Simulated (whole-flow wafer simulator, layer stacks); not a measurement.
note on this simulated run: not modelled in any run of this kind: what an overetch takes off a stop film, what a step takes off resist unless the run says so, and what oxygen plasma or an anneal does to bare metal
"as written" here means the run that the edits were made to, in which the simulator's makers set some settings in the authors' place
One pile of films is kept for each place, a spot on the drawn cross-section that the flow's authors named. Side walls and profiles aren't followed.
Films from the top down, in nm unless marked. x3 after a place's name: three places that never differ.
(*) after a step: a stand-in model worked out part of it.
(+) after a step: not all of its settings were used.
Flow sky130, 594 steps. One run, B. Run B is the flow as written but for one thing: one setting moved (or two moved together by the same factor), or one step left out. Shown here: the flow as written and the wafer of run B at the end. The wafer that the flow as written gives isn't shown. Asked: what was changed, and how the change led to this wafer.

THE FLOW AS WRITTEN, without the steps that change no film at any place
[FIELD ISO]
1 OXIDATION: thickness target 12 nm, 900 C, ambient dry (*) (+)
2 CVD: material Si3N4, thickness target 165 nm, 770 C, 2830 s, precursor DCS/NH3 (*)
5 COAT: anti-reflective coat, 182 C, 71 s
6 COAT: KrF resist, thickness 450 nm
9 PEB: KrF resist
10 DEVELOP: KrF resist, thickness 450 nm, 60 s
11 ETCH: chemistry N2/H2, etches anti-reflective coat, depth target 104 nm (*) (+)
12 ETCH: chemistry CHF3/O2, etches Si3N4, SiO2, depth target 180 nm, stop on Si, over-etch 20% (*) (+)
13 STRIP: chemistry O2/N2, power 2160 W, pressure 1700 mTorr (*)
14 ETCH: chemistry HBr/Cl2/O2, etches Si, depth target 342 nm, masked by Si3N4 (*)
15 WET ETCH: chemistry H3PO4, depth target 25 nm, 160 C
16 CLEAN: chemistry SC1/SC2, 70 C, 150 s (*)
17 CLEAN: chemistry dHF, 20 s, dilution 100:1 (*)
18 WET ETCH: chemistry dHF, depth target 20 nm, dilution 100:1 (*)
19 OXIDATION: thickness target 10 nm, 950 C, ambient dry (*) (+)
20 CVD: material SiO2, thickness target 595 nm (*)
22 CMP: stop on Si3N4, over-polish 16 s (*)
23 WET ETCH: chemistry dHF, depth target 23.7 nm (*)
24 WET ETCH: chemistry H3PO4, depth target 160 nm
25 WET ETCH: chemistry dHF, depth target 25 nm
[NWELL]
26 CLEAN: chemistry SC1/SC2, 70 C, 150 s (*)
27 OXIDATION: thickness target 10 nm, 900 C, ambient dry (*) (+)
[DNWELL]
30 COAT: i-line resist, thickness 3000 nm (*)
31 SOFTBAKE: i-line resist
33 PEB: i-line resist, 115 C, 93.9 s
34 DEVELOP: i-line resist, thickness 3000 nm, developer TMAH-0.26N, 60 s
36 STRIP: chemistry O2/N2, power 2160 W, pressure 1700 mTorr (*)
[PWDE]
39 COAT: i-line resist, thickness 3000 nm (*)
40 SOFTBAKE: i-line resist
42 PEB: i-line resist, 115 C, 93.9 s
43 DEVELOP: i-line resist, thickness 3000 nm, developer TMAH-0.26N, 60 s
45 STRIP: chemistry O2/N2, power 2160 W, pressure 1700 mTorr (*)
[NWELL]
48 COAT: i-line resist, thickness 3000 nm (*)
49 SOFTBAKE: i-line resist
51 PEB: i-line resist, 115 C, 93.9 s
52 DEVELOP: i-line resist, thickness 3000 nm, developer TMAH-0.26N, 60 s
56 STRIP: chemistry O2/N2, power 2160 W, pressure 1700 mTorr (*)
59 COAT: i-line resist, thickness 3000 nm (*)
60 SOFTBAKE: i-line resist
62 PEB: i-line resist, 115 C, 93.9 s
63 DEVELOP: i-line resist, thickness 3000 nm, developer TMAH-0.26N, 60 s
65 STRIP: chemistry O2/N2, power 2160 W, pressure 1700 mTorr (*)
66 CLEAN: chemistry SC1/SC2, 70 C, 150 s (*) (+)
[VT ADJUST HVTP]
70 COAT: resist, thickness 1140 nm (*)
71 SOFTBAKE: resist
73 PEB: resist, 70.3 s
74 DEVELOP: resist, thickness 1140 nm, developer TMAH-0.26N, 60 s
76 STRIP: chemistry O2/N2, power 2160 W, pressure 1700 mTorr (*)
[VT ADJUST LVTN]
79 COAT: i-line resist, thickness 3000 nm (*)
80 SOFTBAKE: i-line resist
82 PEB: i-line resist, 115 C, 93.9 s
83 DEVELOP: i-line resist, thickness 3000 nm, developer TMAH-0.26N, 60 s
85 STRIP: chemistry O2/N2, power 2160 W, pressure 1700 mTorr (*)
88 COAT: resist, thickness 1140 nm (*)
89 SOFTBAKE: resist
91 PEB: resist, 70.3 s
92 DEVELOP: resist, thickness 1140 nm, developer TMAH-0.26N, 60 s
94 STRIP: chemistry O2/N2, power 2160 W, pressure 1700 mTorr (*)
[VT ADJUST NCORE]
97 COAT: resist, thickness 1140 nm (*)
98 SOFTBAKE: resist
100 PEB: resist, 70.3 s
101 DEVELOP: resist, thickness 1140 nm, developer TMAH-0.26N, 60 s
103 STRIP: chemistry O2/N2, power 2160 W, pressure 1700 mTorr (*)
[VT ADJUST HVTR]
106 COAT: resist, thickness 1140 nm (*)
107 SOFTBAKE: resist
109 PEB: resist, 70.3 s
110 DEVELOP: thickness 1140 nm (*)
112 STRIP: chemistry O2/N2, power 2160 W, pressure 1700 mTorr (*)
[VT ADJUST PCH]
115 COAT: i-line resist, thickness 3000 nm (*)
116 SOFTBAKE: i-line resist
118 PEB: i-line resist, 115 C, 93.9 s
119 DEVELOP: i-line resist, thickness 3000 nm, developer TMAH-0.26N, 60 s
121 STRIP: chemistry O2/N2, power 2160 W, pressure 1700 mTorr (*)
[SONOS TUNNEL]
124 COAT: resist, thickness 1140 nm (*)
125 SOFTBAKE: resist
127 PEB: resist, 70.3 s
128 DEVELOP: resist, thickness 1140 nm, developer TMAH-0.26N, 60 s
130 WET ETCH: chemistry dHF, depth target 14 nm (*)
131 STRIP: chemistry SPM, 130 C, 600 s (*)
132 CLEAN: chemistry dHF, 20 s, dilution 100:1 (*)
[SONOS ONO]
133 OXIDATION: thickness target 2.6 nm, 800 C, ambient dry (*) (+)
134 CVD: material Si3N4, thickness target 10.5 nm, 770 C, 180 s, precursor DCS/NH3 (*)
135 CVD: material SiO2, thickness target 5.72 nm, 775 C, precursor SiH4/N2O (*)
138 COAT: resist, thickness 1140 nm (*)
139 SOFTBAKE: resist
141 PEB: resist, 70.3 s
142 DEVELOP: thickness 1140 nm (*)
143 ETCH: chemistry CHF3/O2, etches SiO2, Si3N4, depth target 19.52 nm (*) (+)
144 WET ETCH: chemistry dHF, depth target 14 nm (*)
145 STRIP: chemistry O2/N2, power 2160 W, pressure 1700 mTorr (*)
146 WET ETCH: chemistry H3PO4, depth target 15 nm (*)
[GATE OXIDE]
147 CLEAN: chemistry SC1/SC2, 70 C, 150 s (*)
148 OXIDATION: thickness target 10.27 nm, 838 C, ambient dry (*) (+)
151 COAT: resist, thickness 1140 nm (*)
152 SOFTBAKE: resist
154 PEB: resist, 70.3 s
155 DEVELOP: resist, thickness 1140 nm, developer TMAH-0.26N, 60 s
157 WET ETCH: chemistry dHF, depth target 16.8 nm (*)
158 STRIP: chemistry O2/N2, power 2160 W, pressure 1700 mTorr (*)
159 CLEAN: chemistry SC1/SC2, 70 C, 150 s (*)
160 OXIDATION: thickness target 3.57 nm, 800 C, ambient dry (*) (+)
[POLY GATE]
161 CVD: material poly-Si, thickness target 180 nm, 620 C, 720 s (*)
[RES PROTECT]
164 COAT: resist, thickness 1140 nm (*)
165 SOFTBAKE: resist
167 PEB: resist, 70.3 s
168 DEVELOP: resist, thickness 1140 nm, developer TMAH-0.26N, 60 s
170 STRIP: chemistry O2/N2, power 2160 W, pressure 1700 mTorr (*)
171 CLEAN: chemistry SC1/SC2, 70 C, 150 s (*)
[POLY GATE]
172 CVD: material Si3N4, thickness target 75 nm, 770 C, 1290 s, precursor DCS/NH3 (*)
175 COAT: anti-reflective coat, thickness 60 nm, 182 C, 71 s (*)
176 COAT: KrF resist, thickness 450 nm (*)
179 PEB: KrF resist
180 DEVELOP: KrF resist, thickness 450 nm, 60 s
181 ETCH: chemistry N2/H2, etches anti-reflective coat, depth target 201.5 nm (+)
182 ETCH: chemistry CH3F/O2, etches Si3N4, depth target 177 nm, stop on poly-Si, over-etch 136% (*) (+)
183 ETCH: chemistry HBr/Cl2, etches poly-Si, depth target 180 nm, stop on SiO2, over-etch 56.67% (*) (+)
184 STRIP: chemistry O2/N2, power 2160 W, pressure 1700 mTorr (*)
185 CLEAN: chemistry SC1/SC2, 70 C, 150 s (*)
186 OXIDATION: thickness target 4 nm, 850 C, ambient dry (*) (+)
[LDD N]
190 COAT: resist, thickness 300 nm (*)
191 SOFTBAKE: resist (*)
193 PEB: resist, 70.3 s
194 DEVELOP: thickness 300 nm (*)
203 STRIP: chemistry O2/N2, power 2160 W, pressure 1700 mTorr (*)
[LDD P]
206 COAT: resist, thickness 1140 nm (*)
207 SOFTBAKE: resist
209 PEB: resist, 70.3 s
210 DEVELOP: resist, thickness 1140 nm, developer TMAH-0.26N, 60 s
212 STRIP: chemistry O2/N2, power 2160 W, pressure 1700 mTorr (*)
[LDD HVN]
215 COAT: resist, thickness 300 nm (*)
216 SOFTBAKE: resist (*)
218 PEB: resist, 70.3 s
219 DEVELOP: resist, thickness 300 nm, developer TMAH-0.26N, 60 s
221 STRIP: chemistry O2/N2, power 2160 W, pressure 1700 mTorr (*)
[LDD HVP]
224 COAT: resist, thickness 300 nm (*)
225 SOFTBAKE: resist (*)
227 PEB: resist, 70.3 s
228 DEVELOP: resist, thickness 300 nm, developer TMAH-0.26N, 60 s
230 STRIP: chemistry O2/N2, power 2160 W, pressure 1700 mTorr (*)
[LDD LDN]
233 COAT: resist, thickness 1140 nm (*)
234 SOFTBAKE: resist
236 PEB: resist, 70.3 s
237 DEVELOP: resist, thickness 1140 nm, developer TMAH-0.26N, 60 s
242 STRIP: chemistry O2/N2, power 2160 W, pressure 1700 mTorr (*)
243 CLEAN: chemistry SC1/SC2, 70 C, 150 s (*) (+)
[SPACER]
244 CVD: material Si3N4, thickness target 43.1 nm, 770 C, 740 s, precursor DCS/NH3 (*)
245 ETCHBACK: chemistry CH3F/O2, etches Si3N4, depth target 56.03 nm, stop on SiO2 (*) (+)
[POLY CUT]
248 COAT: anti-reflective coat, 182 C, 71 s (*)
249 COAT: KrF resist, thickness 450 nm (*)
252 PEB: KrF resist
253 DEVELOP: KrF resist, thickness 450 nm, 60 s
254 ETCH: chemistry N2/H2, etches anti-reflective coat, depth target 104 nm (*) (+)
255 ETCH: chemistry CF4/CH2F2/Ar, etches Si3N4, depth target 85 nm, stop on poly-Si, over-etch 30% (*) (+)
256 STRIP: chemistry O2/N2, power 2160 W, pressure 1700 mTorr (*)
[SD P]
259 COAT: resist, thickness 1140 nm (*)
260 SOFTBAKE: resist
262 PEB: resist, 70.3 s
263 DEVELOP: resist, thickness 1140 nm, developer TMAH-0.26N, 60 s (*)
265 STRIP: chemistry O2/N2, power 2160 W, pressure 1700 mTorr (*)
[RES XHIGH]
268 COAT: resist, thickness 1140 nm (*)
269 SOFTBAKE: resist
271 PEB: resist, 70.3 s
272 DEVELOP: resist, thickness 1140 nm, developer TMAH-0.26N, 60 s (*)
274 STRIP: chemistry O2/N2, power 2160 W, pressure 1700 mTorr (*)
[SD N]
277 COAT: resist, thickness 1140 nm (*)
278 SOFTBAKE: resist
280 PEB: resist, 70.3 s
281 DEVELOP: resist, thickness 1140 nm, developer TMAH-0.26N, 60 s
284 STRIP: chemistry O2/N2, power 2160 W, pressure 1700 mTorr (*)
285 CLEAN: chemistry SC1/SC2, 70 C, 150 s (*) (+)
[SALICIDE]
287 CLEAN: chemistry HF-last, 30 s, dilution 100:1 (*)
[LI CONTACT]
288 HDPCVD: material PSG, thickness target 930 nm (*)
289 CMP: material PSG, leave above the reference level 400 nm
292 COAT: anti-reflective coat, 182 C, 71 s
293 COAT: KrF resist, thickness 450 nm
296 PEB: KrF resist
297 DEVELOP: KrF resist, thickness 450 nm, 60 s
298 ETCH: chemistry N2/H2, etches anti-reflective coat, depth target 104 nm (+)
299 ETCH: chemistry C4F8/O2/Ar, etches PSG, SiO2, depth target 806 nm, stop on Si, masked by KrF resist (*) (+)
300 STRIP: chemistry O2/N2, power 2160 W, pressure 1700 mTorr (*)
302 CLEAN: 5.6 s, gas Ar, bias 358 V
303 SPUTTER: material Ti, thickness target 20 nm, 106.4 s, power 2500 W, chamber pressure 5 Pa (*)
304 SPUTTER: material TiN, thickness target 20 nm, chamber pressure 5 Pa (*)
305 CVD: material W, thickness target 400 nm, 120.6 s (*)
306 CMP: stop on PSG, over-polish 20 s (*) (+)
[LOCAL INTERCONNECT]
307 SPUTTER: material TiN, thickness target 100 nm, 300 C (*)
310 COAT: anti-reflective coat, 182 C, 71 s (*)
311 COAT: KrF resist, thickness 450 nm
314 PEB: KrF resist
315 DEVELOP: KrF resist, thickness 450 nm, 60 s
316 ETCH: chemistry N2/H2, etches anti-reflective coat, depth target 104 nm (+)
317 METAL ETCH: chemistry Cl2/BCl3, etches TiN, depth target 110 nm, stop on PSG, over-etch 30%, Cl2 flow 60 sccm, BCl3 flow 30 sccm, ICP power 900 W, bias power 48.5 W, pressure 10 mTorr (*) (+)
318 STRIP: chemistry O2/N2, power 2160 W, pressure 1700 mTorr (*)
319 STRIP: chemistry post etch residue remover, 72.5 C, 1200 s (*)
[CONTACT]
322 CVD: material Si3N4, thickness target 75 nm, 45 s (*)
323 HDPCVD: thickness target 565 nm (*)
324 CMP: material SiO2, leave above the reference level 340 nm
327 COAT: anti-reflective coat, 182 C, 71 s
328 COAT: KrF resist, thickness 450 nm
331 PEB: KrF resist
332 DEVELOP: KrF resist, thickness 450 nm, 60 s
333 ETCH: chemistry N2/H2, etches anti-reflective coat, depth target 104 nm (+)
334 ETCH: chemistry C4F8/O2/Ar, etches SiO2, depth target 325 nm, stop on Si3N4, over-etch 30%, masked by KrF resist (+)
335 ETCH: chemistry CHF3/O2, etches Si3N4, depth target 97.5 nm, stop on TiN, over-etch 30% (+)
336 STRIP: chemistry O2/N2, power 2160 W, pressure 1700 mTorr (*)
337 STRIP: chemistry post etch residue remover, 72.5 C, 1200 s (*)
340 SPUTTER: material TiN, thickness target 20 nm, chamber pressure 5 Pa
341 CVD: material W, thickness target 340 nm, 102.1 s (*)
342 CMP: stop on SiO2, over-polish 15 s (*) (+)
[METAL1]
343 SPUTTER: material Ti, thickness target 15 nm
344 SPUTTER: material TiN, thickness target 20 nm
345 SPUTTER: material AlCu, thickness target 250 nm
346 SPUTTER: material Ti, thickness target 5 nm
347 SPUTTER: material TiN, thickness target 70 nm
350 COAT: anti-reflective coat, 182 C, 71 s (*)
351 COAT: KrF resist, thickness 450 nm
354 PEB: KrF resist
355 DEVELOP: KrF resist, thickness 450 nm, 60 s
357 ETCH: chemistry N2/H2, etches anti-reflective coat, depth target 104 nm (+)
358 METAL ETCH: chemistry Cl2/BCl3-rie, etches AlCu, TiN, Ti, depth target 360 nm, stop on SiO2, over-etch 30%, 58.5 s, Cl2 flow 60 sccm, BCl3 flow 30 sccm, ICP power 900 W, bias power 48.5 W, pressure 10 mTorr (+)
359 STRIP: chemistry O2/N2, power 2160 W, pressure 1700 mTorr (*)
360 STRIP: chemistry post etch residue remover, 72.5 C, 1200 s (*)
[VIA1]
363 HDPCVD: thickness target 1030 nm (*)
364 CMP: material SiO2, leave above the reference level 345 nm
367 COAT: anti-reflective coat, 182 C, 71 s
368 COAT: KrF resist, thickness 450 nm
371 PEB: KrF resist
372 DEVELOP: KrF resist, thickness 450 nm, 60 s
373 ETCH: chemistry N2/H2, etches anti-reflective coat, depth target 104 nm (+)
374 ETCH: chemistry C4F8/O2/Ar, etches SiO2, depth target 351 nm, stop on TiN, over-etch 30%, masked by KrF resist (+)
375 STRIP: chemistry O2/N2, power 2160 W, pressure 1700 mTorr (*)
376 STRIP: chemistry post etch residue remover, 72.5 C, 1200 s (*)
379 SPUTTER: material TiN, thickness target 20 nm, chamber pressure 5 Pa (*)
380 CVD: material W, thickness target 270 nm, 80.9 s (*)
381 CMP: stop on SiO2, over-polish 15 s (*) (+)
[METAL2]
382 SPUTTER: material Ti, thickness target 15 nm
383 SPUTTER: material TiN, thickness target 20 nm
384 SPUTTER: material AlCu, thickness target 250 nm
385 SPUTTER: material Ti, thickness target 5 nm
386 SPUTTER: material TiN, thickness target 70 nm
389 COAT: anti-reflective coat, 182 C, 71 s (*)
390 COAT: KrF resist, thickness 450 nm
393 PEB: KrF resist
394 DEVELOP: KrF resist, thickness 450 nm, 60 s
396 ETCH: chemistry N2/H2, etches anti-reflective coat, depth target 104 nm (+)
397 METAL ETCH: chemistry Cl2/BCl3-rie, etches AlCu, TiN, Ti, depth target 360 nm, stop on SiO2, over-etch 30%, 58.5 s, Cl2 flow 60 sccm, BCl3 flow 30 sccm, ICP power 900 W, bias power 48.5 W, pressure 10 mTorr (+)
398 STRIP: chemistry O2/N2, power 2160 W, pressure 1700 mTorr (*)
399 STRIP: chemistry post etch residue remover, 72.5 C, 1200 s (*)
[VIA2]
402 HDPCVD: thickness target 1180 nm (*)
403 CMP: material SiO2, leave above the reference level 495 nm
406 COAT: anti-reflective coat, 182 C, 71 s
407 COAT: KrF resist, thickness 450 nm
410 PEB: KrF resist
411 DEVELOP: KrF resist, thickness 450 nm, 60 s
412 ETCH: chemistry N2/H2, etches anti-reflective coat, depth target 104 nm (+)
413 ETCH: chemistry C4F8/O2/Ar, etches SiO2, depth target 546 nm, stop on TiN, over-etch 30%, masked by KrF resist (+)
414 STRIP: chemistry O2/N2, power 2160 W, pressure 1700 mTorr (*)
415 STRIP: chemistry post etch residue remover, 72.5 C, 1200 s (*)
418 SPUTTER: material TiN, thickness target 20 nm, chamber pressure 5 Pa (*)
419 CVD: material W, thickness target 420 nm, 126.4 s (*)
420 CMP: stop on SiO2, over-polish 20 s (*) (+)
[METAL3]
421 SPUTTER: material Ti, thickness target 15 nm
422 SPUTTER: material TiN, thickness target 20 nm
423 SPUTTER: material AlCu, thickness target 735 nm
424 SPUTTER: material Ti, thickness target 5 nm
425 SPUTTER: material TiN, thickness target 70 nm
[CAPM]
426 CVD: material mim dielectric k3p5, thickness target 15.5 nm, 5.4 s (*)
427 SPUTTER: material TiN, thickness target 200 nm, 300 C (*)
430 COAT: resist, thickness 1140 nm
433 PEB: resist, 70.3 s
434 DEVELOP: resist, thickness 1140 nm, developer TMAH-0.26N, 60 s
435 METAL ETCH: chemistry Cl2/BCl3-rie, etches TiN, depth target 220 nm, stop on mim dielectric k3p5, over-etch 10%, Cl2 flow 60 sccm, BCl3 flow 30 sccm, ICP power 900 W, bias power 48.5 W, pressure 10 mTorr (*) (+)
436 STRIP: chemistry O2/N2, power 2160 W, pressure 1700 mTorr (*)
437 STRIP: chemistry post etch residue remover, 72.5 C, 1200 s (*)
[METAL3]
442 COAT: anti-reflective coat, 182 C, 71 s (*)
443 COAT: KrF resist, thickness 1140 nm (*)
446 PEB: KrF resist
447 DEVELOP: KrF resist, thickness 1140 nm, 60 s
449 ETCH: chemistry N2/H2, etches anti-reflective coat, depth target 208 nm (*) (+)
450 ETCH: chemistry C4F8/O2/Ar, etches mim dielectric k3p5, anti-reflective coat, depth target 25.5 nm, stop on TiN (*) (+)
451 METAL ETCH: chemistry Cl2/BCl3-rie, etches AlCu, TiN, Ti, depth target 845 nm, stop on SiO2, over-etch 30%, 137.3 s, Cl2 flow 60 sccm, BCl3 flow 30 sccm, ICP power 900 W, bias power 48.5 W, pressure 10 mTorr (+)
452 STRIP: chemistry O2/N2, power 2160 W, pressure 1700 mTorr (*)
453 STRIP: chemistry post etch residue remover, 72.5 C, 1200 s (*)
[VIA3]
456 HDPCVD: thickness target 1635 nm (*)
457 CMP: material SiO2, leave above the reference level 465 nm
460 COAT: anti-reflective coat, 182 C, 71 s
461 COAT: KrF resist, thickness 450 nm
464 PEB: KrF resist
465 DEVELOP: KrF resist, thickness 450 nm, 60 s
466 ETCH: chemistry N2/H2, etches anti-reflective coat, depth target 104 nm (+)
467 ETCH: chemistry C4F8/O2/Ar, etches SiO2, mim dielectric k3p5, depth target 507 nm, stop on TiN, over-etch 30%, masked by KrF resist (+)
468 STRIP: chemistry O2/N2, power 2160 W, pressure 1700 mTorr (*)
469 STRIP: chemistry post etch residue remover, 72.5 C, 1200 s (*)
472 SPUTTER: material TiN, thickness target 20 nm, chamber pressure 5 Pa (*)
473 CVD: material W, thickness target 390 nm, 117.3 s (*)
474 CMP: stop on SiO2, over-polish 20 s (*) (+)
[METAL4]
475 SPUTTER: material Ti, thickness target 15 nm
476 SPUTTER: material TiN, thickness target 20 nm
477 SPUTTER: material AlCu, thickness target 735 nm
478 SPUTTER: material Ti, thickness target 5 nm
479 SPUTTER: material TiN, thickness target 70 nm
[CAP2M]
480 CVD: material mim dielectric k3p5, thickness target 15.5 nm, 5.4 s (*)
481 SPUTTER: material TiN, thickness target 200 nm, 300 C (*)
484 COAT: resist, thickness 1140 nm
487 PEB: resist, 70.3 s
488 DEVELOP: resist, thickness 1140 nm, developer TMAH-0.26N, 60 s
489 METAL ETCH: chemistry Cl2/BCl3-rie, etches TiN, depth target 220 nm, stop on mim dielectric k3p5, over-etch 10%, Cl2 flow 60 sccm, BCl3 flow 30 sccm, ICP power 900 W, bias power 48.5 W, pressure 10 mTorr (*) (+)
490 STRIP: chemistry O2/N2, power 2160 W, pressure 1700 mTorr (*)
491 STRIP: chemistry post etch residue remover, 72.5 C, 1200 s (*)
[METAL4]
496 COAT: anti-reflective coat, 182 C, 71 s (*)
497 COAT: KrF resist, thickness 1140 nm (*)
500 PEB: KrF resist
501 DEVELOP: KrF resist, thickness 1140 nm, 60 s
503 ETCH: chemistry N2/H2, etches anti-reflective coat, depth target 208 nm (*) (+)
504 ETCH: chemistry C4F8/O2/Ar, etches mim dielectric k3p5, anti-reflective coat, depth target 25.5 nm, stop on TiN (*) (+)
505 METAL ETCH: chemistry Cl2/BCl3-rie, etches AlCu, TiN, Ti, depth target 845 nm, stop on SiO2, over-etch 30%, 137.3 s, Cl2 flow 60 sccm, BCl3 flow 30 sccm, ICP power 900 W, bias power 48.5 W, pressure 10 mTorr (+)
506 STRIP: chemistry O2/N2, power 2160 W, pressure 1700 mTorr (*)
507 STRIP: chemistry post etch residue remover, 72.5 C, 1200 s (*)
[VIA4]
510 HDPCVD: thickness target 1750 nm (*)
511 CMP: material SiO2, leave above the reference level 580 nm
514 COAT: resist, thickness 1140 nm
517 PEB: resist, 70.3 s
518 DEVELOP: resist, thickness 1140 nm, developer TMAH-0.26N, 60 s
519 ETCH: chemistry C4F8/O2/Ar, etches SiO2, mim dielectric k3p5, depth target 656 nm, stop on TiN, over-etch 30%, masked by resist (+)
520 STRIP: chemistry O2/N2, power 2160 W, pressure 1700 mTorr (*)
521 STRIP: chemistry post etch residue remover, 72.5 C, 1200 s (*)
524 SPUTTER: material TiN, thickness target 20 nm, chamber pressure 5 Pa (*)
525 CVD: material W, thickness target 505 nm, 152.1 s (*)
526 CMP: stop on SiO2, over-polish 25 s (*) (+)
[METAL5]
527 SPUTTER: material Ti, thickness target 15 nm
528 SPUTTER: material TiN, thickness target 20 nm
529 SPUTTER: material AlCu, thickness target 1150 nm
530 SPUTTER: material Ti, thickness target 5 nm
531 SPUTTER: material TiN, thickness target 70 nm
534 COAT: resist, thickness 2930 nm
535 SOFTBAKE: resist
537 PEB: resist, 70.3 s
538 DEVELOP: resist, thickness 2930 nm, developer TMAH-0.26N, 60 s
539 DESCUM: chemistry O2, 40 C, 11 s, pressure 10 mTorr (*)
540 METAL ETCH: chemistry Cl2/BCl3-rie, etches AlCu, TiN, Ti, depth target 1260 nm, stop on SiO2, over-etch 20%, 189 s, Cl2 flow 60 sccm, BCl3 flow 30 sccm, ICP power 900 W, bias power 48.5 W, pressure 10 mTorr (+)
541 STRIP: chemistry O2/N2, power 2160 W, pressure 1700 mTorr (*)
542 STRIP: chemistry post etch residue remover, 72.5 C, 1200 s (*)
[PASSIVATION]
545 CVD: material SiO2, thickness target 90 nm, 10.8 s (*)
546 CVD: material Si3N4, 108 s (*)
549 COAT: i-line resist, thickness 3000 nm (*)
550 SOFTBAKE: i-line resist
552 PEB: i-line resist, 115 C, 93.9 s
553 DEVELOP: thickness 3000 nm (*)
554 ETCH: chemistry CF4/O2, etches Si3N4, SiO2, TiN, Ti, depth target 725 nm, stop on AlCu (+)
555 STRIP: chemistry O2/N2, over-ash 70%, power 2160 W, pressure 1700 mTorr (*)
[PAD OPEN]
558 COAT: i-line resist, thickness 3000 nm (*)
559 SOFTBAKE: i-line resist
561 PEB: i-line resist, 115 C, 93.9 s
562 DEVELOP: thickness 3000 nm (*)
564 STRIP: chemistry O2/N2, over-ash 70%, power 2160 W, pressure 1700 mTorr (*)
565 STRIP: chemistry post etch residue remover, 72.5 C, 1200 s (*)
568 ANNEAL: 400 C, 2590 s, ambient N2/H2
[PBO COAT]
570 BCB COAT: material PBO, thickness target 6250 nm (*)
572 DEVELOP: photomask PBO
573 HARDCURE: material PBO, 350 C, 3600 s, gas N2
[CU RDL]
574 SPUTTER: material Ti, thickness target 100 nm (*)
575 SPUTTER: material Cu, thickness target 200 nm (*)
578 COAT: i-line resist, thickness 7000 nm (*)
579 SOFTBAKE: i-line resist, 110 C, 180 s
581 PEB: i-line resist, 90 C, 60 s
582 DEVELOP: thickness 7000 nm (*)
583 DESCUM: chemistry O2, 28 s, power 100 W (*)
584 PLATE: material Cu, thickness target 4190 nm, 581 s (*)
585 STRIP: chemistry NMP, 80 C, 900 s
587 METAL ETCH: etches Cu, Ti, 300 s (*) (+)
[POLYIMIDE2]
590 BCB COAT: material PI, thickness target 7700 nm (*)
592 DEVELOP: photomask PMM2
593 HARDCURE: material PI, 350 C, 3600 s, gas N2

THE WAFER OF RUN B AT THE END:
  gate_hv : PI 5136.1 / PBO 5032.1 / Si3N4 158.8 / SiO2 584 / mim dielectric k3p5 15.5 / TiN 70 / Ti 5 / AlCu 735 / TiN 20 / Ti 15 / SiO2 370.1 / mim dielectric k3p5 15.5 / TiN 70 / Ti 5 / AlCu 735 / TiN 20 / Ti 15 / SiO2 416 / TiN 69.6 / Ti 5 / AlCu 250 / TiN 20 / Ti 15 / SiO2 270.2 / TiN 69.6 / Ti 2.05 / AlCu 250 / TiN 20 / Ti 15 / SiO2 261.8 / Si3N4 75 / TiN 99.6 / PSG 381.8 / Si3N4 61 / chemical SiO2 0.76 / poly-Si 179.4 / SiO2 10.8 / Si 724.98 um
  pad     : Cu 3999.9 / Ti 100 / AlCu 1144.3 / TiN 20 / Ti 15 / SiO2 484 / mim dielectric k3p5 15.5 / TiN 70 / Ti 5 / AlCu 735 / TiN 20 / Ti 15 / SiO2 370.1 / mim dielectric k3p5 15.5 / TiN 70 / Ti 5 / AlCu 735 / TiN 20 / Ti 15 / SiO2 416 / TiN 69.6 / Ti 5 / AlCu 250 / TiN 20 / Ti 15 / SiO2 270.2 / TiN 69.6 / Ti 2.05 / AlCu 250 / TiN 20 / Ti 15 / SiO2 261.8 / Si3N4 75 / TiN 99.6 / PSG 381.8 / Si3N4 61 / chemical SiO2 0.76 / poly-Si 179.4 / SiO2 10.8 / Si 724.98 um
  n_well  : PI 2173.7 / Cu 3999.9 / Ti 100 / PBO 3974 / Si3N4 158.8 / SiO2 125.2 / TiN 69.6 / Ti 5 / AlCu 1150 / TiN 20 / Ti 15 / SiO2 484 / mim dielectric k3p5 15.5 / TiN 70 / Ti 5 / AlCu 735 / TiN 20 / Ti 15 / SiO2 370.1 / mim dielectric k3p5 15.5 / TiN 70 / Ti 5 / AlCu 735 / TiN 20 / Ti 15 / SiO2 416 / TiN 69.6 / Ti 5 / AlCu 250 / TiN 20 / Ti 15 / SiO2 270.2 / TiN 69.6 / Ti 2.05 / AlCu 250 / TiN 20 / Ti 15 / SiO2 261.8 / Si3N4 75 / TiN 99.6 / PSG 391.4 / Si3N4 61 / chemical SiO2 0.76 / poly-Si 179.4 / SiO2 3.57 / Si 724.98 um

The cause: step 346, SPUTTER: thickness target 2.05 nm was run, where the flow has thickness target 5 nm.
It can be read off the wafer: gate_hv has Ti 2.05, and step 346 as written asks for 5 nm.

How the change led to this, step by step:
  346 SPUTTER: material Ti, thickness target 5 nm
      field, active, n_well and 188 more: Ti +2.05 (new film) (as written it would be: Ti +5 (new film))
  358 METAL ETCH: chemistry Cl2/BCl3-rie, etches AlCu, TiN, Ti, depth target 360 nm, stop on SiO2, over-etch 30%, 58.5 s, Cl2 flow 60 sccm, BCl3 flow 30 sccm, ICP power 900 W, bias power 48.5 W, pressure 10 mTorr (+)
      field, active, gate and 81 more: TiN -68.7 (all of it), Ti -2.05 (all of it), AlCu -250 (all of it), TiN -20 (all of it), Ti -15 (all of it), SiO2 -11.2 (as written it would be: TiN -68.7 (all of it), Ti -5 (all of it), AlCu -250 (all of it), TiN -20 (all of it), Ti -15 (all of it), SiO2 -10.9)
